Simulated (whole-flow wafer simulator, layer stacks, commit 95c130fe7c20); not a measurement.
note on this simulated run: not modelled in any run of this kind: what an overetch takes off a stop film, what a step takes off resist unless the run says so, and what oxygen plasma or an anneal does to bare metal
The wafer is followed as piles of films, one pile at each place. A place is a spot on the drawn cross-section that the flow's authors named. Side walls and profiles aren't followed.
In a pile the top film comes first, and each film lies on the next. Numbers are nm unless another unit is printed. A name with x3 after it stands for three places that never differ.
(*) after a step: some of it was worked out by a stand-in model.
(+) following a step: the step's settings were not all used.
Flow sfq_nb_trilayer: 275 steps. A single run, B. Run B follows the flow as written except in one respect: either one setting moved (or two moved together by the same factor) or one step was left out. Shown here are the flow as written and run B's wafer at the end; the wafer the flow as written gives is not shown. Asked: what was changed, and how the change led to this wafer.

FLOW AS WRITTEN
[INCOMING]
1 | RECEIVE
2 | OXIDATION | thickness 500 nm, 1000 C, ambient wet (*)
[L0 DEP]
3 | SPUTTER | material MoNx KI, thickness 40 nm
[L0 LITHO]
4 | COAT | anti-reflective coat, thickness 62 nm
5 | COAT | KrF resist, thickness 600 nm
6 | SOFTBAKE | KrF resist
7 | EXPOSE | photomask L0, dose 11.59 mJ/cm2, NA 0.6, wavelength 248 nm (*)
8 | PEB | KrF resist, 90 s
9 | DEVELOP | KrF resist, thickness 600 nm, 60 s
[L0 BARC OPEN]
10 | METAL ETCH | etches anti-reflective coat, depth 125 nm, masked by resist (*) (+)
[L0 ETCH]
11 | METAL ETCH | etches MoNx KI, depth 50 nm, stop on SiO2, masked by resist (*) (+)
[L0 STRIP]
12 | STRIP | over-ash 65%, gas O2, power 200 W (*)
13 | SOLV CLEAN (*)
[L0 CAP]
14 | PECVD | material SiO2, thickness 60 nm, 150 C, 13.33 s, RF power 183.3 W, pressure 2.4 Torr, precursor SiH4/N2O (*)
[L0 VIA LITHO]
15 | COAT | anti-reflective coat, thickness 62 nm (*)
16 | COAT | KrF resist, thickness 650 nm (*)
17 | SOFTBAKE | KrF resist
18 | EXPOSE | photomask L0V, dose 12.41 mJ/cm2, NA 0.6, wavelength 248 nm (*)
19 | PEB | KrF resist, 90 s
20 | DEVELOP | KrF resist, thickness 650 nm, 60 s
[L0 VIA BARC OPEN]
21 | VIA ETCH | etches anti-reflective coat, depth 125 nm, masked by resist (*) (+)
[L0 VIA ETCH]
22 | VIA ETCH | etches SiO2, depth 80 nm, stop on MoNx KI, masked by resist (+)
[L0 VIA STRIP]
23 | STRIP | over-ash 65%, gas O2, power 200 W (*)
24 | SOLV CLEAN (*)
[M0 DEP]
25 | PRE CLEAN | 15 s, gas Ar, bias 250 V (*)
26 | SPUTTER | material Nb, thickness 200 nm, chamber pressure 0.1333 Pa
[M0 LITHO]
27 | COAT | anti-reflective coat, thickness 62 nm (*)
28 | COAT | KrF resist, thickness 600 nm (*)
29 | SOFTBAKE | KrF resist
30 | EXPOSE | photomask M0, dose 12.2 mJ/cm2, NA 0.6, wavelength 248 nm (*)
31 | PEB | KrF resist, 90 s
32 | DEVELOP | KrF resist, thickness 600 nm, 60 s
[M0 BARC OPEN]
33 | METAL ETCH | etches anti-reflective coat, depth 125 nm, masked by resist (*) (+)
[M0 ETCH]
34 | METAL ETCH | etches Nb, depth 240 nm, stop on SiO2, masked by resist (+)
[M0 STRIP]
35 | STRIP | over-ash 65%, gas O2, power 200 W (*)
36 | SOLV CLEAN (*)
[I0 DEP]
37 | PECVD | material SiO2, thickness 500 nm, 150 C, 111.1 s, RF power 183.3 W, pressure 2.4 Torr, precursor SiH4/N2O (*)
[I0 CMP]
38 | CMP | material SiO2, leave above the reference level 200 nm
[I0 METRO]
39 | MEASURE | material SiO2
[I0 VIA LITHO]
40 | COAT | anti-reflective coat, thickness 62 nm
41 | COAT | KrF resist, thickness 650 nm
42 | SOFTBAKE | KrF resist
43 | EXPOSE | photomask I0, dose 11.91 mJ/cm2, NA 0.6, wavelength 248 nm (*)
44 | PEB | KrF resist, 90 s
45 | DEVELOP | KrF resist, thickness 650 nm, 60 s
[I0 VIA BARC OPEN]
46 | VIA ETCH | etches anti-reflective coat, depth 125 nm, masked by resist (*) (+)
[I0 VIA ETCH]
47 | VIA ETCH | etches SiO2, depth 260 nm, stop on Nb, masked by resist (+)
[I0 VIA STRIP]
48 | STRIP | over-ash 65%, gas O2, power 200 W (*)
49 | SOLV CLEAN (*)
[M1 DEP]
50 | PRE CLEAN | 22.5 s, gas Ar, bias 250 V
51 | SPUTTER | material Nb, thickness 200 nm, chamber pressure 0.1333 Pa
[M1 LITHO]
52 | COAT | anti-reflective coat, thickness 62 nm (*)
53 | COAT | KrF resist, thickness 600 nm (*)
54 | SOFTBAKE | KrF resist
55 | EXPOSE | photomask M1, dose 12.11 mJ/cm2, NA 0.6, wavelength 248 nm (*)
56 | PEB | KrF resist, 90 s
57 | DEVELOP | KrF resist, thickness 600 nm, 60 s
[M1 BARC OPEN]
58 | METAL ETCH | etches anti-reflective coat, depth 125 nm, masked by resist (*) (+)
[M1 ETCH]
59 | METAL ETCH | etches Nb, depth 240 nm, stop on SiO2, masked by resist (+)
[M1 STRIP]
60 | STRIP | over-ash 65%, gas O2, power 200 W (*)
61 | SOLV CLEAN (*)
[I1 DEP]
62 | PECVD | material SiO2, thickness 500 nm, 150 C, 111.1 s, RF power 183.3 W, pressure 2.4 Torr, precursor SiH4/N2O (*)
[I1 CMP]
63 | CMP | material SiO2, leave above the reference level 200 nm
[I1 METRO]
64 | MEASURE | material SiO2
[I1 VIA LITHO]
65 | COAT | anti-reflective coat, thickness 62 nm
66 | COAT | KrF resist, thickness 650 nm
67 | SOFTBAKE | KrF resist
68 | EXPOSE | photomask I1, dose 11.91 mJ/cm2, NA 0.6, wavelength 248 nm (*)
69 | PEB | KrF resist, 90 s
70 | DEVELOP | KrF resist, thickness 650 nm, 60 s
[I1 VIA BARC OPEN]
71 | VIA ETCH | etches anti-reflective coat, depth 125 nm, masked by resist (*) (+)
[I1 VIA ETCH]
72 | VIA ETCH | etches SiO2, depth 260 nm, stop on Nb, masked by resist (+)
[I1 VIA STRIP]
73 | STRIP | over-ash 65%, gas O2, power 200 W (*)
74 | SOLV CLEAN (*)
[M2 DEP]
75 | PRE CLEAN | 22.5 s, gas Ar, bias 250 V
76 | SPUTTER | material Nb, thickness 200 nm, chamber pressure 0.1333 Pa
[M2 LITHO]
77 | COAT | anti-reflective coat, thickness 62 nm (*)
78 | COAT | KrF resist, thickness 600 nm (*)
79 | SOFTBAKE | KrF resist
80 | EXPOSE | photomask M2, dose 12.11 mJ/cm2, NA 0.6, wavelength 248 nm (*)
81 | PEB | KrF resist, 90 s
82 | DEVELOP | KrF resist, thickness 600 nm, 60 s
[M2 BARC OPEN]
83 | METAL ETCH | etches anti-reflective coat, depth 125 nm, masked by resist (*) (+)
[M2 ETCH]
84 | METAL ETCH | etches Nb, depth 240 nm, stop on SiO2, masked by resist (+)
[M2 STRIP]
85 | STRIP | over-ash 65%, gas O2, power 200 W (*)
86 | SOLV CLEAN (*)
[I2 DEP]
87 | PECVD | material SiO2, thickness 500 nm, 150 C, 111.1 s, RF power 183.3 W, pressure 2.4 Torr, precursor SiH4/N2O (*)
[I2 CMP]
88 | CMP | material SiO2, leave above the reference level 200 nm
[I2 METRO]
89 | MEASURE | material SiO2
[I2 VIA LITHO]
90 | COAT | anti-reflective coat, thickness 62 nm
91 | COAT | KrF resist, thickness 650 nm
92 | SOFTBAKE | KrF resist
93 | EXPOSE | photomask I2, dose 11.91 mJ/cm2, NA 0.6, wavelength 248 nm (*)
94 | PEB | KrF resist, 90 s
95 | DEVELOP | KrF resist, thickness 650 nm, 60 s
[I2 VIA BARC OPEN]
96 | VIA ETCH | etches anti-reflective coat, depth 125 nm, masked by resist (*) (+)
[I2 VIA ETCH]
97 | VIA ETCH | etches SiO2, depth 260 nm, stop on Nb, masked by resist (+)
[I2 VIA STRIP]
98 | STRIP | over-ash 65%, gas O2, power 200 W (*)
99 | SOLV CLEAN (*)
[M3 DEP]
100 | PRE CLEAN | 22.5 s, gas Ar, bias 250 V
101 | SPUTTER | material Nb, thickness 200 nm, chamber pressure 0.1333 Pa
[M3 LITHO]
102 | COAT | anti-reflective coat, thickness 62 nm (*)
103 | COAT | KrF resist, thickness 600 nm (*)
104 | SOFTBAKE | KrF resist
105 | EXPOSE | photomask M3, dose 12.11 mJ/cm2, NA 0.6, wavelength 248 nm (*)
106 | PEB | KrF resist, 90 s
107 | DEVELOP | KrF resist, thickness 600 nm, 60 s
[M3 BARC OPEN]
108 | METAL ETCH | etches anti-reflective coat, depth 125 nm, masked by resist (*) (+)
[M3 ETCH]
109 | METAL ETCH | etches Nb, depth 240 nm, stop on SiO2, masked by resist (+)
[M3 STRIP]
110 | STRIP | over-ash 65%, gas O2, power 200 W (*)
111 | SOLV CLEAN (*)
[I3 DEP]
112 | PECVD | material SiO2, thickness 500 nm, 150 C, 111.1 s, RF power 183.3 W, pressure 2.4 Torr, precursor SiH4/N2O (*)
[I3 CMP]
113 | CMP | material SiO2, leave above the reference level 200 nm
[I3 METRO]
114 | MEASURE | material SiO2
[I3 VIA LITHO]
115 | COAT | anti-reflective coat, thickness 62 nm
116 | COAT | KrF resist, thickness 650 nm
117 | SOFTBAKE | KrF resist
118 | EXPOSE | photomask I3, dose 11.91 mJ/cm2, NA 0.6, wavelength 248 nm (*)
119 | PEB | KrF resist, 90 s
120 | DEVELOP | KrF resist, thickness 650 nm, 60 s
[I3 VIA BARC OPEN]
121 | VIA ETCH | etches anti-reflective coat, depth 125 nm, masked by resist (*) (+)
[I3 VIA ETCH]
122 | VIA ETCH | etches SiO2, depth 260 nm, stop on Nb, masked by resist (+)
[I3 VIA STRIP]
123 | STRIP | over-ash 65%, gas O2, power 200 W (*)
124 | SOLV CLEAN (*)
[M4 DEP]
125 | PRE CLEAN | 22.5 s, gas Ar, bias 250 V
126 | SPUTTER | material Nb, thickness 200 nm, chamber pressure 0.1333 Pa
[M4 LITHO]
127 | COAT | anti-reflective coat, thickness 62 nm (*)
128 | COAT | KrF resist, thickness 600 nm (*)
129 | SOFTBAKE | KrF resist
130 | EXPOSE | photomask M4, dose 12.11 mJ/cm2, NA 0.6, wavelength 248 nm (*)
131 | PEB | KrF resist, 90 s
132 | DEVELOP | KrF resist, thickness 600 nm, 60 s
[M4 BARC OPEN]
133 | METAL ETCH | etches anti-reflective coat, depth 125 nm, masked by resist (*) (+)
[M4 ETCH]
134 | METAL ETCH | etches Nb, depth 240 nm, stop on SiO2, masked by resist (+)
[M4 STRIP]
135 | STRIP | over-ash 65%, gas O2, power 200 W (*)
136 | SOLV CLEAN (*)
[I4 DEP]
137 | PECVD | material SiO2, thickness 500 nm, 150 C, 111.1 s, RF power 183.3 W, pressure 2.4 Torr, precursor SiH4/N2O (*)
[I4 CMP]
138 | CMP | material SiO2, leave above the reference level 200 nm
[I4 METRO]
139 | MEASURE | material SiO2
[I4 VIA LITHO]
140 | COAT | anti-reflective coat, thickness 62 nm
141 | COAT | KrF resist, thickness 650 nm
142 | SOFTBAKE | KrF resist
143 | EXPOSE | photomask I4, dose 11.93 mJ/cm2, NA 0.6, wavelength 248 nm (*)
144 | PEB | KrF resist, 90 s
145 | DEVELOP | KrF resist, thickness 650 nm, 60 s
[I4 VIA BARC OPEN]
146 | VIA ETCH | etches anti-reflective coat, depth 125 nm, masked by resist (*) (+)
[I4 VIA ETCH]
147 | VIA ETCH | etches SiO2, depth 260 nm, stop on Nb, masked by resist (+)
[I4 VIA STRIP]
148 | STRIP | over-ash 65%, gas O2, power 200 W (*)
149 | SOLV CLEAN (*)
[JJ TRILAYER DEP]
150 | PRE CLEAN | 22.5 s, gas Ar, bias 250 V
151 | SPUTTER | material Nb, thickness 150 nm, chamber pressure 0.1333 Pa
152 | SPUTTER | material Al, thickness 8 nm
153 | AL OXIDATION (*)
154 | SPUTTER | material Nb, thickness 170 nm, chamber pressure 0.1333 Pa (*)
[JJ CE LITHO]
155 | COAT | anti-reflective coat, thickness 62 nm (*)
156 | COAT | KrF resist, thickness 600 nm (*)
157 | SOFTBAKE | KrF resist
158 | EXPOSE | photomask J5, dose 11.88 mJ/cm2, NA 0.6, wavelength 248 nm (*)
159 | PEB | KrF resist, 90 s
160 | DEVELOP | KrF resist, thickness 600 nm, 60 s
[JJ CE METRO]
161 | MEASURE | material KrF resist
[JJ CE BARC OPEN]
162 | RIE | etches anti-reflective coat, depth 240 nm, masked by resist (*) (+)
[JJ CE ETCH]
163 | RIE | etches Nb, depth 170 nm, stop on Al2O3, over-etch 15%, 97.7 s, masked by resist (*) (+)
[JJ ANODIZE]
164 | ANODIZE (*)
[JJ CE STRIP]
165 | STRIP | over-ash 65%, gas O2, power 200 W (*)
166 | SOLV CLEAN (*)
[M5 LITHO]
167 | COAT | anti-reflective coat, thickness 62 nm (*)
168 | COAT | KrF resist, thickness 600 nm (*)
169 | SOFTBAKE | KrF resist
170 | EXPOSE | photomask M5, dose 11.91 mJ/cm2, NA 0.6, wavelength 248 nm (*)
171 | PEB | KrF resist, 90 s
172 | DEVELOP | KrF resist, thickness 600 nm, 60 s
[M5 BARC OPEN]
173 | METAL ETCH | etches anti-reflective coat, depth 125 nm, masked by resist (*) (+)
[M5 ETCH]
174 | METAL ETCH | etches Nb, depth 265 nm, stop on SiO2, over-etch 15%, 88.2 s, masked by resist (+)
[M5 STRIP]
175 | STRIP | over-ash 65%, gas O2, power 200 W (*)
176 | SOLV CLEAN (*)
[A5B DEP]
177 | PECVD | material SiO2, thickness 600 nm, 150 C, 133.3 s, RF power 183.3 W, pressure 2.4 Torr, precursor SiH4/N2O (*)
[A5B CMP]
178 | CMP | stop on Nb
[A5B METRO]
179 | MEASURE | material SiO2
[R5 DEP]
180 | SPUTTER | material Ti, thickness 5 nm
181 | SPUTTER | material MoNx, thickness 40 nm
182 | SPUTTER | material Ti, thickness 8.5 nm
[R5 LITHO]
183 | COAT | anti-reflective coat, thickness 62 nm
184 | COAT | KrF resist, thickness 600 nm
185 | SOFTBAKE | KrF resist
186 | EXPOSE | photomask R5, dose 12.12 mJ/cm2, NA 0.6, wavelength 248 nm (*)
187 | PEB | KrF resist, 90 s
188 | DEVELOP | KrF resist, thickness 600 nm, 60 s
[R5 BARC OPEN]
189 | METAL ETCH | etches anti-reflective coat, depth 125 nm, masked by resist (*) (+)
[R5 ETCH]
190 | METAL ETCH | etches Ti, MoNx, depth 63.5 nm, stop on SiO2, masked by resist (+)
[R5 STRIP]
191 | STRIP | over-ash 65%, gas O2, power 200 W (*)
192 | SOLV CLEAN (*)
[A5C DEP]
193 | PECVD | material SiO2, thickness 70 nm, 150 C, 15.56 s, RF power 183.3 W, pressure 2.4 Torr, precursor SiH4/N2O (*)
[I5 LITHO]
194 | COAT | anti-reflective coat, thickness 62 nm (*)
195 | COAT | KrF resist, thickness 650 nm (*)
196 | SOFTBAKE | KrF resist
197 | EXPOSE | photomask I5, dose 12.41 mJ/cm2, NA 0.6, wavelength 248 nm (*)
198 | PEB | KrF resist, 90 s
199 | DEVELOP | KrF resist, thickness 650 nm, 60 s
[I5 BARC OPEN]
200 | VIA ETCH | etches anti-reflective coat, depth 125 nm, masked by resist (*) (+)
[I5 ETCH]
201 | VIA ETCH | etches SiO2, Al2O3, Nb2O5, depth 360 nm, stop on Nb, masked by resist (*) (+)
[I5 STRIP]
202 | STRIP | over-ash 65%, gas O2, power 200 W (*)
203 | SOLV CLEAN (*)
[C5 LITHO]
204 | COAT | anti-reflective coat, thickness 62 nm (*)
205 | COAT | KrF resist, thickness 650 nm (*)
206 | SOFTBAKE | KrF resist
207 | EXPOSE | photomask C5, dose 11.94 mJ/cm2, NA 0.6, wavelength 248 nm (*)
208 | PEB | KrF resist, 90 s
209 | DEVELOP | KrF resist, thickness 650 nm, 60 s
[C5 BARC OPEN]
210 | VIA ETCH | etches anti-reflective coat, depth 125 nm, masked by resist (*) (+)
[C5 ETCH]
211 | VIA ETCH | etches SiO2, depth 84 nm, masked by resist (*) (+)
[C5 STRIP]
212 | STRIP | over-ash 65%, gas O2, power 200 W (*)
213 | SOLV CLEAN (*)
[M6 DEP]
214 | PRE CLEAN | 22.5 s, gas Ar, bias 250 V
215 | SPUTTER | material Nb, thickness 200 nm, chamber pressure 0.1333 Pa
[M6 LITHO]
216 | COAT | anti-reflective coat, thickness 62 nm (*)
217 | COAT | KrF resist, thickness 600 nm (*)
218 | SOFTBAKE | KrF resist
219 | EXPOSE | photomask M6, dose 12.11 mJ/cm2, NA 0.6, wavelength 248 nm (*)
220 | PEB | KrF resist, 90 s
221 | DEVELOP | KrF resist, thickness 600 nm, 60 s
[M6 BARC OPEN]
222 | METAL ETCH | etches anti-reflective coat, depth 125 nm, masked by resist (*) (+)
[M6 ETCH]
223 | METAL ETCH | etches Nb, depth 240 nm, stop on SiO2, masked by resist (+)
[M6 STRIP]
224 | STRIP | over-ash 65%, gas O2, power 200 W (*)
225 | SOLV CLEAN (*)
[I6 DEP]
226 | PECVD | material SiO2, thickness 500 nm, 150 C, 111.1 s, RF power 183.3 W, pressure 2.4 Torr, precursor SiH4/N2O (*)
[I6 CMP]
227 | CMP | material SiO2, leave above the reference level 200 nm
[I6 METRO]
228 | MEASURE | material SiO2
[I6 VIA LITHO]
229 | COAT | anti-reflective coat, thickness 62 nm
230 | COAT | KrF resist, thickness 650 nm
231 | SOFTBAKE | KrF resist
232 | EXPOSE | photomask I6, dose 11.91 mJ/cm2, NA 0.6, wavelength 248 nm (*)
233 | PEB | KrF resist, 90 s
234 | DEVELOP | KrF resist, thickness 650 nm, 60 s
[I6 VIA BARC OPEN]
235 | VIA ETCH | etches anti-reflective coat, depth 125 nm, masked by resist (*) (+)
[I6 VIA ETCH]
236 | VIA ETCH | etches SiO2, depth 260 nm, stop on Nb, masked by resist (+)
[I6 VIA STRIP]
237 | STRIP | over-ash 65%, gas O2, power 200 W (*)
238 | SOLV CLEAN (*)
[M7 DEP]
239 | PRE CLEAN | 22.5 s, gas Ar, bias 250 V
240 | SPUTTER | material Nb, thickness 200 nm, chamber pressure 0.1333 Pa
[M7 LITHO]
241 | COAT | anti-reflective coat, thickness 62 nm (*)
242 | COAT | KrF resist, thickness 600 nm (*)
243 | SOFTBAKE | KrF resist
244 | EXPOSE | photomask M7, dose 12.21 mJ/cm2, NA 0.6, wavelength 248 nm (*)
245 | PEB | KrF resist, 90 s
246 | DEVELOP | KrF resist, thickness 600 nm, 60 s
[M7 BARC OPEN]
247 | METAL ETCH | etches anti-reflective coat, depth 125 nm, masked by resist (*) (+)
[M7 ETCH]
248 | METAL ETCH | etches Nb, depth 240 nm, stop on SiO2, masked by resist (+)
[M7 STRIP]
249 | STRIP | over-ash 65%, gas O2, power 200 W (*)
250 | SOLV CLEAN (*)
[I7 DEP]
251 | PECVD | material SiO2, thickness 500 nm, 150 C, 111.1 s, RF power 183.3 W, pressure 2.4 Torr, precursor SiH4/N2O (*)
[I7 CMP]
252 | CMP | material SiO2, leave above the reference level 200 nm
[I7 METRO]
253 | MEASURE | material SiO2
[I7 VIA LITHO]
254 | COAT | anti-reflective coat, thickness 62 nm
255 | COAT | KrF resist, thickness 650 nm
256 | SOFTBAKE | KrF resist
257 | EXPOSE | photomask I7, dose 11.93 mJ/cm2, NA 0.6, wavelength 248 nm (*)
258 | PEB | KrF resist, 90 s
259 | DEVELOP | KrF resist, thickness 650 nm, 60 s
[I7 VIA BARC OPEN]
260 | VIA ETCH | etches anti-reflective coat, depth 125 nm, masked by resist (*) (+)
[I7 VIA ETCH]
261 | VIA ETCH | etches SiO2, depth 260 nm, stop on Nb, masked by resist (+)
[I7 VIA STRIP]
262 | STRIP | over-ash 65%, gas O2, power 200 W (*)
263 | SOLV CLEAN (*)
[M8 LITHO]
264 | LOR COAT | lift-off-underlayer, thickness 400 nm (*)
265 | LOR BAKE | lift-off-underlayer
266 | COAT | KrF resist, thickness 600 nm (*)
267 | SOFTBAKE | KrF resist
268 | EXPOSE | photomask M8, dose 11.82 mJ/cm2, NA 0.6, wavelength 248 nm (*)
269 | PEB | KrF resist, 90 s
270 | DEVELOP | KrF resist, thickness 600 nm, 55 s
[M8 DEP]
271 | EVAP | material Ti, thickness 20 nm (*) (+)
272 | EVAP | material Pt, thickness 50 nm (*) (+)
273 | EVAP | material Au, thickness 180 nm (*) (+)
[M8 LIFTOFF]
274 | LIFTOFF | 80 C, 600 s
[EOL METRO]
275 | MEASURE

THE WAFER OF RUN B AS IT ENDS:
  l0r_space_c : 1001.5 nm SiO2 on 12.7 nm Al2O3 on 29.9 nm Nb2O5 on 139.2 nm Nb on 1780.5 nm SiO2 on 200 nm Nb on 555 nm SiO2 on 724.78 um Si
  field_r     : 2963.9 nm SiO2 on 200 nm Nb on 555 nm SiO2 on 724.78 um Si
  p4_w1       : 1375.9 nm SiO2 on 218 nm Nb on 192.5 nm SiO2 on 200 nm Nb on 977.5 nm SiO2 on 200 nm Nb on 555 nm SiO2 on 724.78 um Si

The reason: step 126, SPUTTER: thickness 218 nm was run, while the flow as written has thickness 200 nm.
The wafer lets one read it off: p4_w1 has Nb 218, and step 126 as written asks for 200 nm.

Step by step, how the change led to this:
  126 | SPUTTER | material Nb, thickness 200 nm, chamber pressure 0.1333 Pa
      field_l, v_sur, via_wl and 102 more: +218 Nb (new film) (in the flow as written it would be: +200 Nb (new film))
      via_v: +180.6 Nb (in the flow as written it would be: +165.5 Nb)
  134 | METAL ETCH | etches Nb, depth 240 nm, stop on SiO2, masked by resist (+)
      field_l, be, be_sur and 64 more: -218 Nb (all of it) (in the flow as written it would be: -200 Nb (all of it))
  137 | PECVD | material SiO2, thickness 500 nm, 150 C, 111.1 s, RF power 183.3 W, pressure 2.4 Torr, precursor SiH4/N2O (*)
      p3_s0, p3_s1, p3_s2, p3_s3, p3_s4, p3_s5: +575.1 SiO2 (in the flow as written it would be: +557.1 SiO2)
  138 | CMP | material SiO2, leave above the reference level 200 nm
      field_l, be, be_sur and 55 more: -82 SiO2 (in the flow as written it would be: -100 SiO2)
      lsp_r, l0_sur, l0v: -73.2 SiO2 (in the flow as written it would be: -91.9 SiO2)
